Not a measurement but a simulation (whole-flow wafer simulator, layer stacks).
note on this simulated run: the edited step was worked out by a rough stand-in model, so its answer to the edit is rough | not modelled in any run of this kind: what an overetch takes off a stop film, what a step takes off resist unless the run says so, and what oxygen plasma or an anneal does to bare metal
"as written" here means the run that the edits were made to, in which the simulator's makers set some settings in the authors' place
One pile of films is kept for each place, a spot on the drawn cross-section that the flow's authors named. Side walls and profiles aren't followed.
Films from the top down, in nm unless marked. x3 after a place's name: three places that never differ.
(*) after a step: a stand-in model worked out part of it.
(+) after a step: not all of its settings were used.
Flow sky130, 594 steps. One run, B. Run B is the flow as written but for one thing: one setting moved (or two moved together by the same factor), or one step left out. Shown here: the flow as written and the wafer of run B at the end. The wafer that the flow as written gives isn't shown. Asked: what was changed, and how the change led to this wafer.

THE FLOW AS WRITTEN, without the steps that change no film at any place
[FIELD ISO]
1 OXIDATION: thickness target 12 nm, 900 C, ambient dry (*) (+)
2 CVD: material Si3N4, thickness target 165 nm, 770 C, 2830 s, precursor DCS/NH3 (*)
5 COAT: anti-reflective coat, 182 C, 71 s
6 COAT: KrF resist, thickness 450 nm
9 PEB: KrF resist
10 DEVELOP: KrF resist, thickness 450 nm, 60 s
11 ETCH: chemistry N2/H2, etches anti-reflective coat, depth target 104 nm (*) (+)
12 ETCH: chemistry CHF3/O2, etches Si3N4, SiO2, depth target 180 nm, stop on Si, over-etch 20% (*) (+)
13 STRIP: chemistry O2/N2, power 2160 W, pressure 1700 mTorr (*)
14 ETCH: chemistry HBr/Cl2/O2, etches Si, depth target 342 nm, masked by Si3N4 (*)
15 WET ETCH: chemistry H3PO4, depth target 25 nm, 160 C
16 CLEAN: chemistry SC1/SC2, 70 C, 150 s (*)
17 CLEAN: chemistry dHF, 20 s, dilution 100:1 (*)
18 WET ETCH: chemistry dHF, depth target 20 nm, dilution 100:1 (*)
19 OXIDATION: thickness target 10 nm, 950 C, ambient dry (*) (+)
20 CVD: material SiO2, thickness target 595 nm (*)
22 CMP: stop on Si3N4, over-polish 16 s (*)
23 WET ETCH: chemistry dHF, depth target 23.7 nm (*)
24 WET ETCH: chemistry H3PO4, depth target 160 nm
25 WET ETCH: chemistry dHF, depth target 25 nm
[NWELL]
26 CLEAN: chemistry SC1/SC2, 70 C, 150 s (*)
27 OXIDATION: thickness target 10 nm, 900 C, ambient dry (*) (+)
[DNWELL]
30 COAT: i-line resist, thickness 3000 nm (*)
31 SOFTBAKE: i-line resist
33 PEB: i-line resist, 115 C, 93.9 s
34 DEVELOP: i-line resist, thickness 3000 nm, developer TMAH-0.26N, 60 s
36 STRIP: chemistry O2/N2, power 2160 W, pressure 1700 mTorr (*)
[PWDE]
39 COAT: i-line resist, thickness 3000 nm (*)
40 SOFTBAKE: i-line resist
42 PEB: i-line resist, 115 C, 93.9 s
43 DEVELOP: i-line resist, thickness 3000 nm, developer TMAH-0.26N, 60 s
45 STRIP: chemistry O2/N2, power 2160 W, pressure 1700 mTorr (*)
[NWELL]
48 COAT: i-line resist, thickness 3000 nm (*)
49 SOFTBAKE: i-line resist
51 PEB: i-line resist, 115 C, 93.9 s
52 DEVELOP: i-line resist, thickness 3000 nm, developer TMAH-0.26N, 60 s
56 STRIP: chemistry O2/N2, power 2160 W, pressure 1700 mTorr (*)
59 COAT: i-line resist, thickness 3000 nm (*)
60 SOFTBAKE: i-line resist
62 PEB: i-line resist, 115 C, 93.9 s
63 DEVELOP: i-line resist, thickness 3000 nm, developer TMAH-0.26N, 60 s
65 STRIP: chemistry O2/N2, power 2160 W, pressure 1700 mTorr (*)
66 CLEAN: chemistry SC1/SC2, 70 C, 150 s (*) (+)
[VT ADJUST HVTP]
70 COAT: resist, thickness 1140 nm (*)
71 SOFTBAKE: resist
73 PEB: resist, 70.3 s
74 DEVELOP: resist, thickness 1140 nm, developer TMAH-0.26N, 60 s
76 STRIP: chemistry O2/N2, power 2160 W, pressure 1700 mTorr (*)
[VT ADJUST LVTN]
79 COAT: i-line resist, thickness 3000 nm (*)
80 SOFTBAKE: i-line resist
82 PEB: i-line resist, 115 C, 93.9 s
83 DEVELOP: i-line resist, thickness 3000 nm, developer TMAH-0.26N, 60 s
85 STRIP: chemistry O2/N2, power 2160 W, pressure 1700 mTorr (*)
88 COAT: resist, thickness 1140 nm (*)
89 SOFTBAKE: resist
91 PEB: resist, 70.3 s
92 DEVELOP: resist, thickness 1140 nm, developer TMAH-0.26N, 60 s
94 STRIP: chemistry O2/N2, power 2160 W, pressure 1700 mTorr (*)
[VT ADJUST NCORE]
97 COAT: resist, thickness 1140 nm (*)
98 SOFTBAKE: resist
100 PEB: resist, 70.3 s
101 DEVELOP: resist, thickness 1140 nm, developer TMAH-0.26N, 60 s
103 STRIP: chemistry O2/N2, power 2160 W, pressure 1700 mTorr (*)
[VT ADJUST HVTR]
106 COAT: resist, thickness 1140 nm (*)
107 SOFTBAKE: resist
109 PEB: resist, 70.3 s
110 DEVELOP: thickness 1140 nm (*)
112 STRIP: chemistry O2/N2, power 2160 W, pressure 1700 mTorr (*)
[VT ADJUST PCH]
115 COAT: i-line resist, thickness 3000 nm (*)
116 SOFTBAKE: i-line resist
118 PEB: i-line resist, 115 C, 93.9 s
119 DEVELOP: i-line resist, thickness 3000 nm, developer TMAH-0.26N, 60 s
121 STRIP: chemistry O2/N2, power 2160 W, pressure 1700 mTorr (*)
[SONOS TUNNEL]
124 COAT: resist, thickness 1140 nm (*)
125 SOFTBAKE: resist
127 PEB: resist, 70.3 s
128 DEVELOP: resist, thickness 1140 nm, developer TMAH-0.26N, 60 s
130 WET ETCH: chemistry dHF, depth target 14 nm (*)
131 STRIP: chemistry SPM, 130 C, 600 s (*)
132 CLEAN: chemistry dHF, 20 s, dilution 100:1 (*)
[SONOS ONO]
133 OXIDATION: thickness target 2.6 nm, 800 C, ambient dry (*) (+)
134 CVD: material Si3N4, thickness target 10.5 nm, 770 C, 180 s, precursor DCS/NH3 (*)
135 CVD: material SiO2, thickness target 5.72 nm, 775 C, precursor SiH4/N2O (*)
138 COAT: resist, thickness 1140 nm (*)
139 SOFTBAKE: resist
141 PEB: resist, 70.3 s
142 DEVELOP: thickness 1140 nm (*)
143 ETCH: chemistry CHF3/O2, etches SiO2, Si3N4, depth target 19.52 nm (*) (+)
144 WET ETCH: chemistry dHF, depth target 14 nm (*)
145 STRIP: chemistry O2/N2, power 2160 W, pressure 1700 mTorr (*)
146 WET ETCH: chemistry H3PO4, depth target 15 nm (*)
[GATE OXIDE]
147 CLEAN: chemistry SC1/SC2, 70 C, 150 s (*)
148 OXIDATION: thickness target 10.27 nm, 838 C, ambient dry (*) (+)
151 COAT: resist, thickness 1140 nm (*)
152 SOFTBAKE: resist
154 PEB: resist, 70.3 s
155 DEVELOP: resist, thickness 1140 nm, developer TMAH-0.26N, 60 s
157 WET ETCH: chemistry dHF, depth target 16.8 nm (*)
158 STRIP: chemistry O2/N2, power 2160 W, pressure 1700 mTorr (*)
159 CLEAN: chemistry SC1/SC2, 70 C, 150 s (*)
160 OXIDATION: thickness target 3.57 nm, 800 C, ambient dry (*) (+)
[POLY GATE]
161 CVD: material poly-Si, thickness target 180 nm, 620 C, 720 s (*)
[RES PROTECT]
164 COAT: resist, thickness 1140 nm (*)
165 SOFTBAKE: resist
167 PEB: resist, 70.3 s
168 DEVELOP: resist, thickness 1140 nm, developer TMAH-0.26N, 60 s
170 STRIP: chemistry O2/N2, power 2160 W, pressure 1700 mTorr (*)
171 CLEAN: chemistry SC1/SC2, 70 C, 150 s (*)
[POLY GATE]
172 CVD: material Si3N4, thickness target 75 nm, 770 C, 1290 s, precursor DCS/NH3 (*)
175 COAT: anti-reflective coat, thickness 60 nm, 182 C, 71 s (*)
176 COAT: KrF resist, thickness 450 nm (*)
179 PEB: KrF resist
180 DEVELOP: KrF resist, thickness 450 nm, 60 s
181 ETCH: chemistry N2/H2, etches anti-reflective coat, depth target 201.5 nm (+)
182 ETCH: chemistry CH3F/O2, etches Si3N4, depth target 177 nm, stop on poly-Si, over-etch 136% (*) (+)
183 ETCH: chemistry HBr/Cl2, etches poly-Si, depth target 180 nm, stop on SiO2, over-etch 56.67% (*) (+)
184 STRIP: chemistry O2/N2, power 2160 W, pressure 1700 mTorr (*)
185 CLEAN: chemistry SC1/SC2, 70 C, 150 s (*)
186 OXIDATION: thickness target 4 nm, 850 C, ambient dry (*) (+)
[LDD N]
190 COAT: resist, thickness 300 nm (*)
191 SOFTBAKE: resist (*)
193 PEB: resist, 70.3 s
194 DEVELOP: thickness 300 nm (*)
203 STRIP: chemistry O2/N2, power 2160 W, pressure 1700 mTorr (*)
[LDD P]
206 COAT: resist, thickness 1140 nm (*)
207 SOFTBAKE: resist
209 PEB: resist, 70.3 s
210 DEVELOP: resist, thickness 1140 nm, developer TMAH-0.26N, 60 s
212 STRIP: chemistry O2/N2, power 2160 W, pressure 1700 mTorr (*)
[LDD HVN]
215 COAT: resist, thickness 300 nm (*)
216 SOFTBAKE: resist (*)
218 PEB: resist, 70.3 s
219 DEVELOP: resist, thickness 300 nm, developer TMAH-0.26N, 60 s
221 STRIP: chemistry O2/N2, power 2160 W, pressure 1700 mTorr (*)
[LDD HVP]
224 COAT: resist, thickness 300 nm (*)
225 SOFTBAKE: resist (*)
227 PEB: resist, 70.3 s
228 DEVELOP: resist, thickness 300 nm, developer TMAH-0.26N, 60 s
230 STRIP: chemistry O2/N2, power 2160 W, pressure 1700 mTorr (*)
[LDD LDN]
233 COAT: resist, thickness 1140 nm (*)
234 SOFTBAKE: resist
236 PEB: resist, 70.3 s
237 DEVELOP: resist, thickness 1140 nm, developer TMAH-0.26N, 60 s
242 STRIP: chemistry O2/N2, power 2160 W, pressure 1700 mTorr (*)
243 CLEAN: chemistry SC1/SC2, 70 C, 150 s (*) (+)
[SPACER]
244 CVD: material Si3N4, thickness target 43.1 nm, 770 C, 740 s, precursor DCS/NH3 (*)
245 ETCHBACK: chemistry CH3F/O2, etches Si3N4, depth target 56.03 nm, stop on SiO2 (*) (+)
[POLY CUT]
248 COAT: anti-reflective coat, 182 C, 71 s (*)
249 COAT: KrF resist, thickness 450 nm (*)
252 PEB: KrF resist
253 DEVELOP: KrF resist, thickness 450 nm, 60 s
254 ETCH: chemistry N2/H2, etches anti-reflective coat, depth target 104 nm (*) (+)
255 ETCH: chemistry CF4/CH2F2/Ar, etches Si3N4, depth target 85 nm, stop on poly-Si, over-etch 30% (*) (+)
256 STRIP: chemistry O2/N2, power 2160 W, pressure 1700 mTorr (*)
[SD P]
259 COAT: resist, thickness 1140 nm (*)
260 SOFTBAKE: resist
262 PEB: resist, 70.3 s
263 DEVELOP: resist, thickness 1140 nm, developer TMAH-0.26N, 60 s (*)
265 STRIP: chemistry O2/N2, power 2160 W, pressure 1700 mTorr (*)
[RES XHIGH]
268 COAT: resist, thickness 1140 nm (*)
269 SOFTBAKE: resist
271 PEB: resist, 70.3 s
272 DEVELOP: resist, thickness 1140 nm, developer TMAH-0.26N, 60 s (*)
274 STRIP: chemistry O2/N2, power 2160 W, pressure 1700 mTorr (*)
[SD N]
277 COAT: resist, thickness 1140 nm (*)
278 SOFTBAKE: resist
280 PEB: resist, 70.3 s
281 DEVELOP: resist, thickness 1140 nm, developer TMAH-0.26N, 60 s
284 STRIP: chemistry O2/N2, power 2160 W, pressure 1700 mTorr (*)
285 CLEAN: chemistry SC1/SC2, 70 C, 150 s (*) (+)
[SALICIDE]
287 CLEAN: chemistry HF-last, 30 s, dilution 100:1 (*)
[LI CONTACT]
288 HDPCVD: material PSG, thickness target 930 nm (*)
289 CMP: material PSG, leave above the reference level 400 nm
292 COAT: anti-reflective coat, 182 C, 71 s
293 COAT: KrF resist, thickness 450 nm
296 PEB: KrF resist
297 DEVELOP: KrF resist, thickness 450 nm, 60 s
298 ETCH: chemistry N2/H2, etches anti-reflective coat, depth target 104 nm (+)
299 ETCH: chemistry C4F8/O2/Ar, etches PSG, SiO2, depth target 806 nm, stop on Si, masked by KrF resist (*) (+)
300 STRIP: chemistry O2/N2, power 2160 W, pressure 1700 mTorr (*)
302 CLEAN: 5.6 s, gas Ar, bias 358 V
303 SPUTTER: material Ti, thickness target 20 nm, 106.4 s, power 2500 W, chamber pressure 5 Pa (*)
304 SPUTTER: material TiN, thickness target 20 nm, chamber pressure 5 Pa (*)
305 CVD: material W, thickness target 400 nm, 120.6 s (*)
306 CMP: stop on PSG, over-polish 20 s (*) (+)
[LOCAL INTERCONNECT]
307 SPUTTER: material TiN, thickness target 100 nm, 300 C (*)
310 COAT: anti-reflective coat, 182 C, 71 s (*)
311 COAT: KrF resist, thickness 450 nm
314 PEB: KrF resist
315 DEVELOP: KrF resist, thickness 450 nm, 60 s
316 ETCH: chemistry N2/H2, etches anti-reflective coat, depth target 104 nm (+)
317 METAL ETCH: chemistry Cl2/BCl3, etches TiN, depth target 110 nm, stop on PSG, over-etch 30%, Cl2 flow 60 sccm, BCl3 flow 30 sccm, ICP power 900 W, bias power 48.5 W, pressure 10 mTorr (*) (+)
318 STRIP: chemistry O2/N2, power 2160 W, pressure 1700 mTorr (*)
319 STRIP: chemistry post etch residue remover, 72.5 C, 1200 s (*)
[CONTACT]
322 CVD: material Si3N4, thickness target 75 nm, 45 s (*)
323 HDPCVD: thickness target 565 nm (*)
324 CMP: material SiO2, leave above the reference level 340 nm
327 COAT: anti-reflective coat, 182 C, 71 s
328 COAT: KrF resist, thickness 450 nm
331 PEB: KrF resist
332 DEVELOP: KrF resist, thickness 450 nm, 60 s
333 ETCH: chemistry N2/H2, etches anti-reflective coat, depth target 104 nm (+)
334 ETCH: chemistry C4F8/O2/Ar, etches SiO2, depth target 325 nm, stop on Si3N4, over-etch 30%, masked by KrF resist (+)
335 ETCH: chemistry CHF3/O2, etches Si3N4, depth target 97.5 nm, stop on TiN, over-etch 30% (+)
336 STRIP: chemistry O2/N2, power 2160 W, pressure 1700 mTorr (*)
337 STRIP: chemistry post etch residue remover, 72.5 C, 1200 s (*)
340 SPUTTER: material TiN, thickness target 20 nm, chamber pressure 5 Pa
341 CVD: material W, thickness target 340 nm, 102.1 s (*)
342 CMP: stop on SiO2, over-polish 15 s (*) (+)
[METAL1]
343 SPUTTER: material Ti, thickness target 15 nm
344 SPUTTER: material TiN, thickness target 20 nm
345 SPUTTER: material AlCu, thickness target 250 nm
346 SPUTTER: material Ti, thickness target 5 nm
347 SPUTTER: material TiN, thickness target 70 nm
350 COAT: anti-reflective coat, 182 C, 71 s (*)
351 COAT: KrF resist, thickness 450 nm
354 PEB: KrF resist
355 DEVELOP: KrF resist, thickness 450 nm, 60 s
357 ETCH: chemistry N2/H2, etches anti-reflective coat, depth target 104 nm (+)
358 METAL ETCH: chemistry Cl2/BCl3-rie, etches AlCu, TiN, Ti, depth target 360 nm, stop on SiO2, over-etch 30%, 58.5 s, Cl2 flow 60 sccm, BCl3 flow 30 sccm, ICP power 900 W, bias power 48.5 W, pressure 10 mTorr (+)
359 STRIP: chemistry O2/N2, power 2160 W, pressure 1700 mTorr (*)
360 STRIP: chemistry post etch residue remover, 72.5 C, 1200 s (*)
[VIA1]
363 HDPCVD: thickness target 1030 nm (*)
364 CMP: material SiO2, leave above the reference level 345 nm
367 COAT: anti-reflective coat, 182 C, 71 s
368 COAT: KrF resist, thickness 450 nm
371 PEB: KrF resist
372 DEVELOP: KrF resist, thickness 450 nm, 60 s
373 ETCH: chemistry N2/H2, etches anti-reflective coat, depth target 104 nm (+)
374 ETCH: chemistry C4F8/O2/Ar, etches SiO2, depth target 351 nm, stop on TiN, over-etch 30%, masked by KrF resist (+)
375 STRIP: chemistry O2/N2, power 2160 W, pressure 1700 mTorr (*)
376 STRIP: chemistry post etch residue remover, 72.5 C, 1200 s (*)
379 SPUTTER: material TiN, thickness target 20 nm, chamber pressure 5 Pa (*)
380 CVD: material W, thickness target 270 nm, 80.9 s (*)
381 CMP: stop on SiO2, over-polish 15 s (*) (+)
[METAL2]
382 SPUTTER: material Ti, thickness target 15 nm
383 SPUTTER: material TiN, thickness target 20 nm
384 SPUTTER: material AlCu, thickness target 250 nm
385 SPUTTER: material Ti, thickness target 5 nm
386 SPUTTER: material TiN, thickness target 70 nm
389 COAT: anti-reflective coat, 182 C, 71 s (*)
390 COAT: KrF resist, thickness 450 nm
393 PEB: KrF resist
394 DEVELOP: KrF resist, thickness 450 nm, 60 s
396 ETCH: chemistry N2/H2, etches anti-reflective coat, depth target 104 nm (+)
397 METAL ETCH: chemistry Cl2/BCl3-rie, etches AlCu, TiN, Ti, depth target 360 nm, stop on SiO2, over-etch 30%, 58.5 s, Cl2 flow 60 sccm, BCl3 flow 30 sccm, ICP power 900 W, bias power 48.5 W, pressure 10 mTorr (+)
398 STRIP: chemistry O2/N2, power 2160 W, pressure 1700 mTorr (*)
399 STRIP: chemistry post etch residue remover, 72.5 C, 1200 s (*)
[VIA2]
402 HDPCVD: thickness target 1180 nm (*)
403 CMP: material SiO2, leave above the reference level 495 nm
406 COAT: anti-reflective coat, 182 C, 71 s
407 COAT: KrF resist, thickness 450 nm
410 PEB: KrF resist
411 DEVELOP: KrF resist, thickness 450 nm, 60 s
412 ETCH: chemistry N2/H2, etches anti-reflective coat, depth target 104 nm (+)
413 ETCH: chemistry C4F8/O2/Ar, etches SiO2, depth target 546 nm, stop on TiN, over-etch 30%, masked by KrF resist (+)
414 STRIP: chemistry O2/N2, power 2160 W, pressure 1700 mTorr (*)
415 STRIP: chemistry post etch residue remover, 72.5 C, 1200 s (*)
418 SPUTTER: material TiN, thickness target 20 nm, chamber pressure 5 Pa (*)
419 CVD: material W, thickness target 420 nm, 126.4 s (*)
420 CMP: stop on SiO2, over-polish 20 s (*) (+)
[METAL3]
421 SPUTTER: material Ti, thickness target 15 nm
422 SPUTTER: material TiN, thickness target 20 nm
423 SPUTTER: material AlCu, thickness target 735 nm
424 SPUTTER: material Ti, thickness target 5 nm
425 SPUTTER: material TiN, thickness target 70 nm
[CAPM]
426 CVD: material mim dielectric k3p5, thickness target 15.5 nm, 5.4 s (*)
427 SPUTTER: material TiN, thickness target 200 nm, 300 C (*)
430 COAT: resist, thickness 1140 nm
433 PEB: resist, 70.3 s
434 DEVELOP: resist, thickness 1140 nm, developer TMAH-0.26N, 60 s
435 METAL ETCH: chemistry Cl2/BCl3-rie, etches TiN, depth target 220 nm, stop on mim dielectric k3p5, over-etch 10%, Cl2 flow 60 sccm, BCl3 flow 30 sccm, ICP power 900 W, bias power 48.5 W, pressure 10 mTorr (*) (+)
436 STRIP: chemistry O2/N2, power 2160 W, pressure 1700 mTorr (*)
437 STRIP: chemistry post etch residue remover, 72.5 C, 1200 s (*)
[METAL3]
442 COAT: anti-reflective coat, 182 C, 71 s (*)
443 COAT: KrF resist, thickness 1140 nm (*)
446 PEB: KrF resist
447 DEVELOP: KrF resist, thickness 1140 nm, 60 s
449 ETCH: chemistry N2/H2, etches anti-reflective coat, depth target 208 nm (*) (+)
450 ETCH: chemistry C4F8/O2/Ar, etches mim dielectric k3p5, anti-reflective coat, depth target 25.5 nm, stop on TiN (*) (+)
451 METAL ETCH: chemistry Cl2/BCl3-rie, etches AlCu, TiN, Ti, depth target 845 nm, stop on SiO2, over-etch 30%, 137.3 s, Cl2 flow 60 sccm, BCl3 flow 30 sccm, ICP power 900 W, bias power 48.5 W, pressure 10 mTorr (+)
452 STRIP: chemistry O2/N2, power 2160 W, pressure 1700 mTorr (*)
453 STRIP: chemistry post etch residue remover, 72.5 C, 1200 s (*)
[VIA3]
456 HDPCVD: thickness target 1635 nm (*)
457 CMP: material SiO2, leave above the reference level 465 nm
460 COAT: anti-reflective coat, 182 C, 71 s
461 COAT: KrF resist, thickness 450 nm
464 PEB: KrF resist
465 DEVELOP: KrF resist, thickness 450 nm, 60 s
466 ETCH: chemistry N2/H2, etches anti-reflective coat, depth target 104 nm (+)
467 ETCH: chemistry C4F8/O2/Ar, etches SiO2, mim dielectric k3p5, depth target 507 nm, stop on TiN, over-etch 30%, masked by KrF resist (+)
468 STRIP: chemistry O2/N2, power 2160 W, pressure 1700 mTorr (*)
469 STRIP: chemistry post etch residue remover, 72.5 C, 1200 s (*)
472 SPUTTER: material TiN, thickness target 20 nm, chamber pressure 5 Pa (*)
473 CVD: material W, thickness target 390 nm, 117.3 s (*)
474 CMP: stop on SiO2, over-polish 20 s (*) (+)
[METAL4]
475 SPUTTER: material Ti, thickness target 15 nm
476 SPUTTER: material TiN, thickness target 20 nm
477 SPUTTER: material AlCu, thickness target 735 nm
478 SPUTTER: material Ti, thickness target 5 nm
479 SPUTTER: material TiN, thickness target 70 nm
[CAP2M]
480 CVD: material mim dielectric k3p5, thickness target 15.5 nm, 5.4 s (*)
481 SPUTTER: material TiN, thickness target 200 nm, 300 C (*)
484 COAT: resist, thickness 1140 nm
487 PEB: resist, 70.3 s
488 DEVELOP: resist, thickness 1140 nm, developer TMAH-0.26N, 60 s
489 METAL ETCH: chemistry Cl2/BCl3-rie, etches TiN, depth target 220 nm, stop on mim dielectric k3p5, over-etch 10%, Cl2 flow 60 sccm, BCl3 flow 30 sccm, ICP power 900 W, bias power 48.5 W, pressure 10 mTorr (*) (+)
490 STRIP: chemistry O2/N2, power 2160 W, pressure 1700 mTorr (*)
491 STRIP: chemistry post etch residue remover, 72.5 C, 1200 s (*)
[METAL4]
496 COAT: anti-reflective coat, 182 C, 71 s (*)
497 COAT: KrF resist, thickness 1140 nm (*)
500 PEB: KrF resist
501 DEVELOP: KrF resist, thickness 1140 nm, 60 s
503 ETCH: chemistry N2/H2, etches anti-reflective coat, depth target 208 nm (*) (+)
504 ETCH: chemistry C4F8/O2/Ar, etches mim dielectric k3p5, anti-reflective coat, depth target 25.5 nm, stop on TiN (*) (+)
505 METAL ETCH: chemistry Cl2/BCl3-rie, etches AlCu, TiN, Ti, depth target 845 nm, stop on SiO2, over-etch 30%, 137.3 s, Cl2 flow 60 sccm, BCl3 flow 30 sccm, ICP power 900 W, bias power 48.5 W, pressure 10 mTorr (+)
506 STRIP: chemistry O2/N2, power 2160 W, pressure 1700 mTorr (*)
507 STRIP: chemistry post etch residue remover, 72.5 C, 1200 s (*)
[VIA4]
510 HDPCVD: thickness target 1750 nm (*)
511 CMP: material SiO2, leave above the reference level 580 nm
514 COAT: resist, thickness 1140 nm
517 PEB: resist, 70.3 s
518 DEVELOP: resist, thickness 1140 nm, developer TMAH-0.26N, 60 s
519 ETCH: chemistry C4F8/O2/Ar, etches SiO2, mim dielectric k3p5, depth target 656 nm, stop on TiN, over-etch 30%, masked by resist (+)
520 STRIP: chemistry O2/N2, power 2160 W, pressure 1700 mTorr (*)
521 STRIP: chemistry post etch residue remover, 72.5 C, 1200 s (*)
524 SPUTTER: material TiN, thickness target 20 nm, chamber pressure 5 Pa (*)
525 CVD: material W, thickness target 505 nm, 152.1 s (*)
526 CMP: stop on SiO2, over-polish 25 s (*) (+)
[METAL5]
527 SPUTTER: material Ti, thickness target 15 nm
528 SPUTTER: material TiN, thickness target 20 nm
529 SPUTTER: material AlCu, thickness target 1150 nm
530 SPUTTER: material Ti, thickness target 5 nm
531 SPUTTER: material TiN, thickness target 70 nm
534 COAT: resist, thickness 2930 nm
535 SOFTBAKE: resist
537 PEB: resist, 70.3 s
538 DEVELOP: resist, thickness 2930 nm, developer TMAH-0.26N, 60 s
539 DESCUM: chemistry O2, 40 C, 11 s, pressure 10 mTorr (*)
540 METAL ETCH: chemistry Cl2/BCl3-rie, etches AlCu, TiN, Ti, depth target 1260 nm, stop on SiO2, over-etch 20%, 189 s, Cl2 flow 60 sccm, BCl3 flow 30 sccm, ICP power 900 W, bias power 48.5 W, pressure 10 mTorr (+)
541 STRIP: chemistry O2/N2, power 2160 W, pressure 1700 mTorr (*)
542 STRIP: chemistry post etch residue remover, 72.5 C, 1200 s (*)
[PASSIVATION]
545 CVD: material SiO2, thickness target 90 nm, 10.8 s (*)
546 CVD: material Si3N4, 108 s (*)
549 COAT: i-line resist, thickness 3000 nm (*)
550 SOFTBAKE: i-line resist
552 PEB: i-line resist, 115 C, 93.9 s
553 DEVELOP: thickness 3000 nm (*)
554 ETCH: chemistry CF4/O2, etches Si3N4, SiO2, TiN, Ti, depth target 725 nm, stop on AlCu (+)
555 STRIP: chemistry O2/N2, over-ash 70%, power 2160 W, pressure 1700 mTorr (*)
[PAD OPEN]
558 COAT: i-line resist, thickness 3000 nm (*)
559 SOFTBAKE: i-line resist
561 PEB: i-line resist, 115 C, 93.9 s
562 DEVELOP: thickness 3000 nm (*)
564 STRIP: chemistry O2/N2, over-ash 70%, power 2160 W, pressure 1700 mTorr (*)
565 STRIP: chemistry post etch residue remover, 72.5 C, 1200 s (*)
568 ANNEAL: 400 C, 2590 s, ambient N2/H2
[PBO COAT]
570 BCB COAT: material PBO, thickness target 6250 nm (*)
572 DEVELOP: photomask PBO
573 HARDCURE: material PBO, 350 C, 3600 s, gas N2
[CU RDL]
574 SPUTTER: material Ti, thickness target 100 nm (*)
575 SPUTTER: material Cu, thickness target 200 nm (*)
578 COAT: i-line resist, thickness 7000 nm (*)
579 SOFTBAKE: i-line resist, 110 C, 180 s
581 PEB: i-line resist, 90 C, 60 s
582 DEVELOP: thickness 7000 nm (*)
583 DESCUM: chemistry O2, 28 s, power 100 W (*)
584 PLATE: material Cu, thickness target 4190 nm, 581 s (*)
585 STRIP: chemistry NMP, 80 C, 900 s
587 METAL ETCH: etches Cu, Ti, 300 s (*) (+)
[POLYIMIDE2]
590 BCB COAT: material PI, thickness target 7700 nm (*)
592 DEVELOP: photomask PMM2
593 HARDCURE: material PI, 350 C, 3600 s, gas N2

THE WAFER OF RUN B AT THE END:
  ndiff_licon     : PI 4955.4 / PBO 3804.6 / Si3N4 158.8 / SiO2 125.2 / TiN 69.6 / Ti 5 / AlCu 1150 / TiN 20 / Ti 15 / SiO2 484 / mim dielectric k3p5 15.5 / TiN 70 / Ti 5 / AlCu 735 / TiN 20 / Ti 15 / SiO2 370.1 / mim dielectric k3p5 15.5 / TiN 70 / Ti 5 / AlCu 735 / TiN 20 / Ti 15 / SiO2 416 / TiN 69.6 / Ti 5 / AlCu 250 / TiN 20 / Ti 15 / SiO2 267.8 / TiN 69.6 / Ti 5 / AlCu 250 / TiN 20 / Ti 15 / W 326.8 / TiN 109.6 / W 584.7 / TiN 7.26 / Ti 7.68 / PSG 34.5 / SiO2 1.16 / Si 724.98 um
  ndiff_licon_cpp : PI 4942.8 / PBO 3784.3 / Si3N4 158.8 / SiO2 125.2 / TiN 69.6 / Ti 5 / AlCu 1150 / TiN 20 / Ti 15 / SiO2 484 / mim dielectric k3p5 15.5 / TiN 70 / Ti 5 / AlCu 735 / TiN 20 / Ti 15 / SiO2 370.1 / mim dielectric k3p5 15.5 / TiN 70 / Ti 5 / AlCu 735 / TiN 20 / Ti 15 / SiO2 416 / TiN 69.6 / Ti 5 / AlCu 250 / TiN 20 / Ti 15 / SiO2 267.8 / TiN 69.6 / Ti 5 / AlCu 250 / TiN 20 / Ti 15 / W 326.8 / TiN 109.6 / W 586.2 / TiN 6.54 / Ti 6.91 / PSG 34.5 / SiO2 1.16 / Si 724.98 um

The cause: step 299, ETCH: depth target 604 nm was run, where the flow has depth target 806 nm.

How the change led to this, step by step:
  299 ETCH: chemistry C4F8/O2/Ar, etches PSG, SiO2, depth target 806 nm, stop on Si, masked by KrF resist (*) (+)
      contact, ndiff_licon, ndiff_licon_cpp: PSG -604 (as written it would be: PSG -643.6 (all of it), SiO2 -1.16 (all of it))
      field, active, n_well and 184 more: KrF resist -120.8 (as written it would be: KrF resist -161.2)
  300 STRIP: chemistry O2/N2, power 2160 W, pressure 1700 mTorr (*)
      contact, ndiff_licon, ndiff_licon_cpp: nothing (as written it would be: chemical SiO2 +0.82 (new film), Si -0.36)
      field, active, n_well and 184 more: KrF resist -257 (all of it), anti-reflective coat -80 (all of it) (as written it would be: KrF resist -216.6 (all of it), anti-reflective coat -80 (all of it))
  302 CLEAN: 5.6 s, gas Ar, bias 358 V
      contact, ndiff_licon, ndiff_licon_cpp: PSG -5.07 (as written it would be: chemical SiO2 -0.82 (all of it))
  305 CVD: material W, thickness target 400 nm, 120.6 s (*)
      ndiff_licon: W +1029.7 (new film) (as written it would be: W +1066.5 (new film))
      ndiff_licon_cpp: W +1031.2 (new film) (as written it would be: W +1067.9 (new film))
  568 ANNEAL: 400 C, 2590 s, ambient N2/H2
      ndiff_licon, ndiff_licon_cpp: nothing (as written it would be: under 37 films: void +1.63 (new film), Ti -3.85, TiSi first +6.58 (new film), Si -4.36)
Counting metal films that touch as one body, ndiff_licon has 5 bodies (between them, from the top down: SiO2 484 / mim dielectric k3p5 15.5; SiO2 370.1 / mim dielectric k3p5 15.5; SiO2 416; SiO2 267.8); the flow as written gives 6 bodies (between them, from the top down: SiO2 484 / mim dielectric k3p5 15.5; SiO2 370.1 / mim dielectric k3p5 15.5; SiO2 416; SiO2 267.8; void 1.78).
Counting metal films that touch as one body, ndiff_licon_cpp has 5 bodies (between them, from the top down: SiO2 484 / mim dielectric k3p5 15.5; SiO2 370.1 / mim dielectric k3p5 15.5; SiO2 416; SiO2 267.8); the flow as written gives 6 bodies (between them, from the top down: SiO2 484 / mim dielectric k3p5 15.5; SiO2 370.1 / mim dielectric k3p5 15.5; SiO2 416; SiO2 267.8; void 1.78).
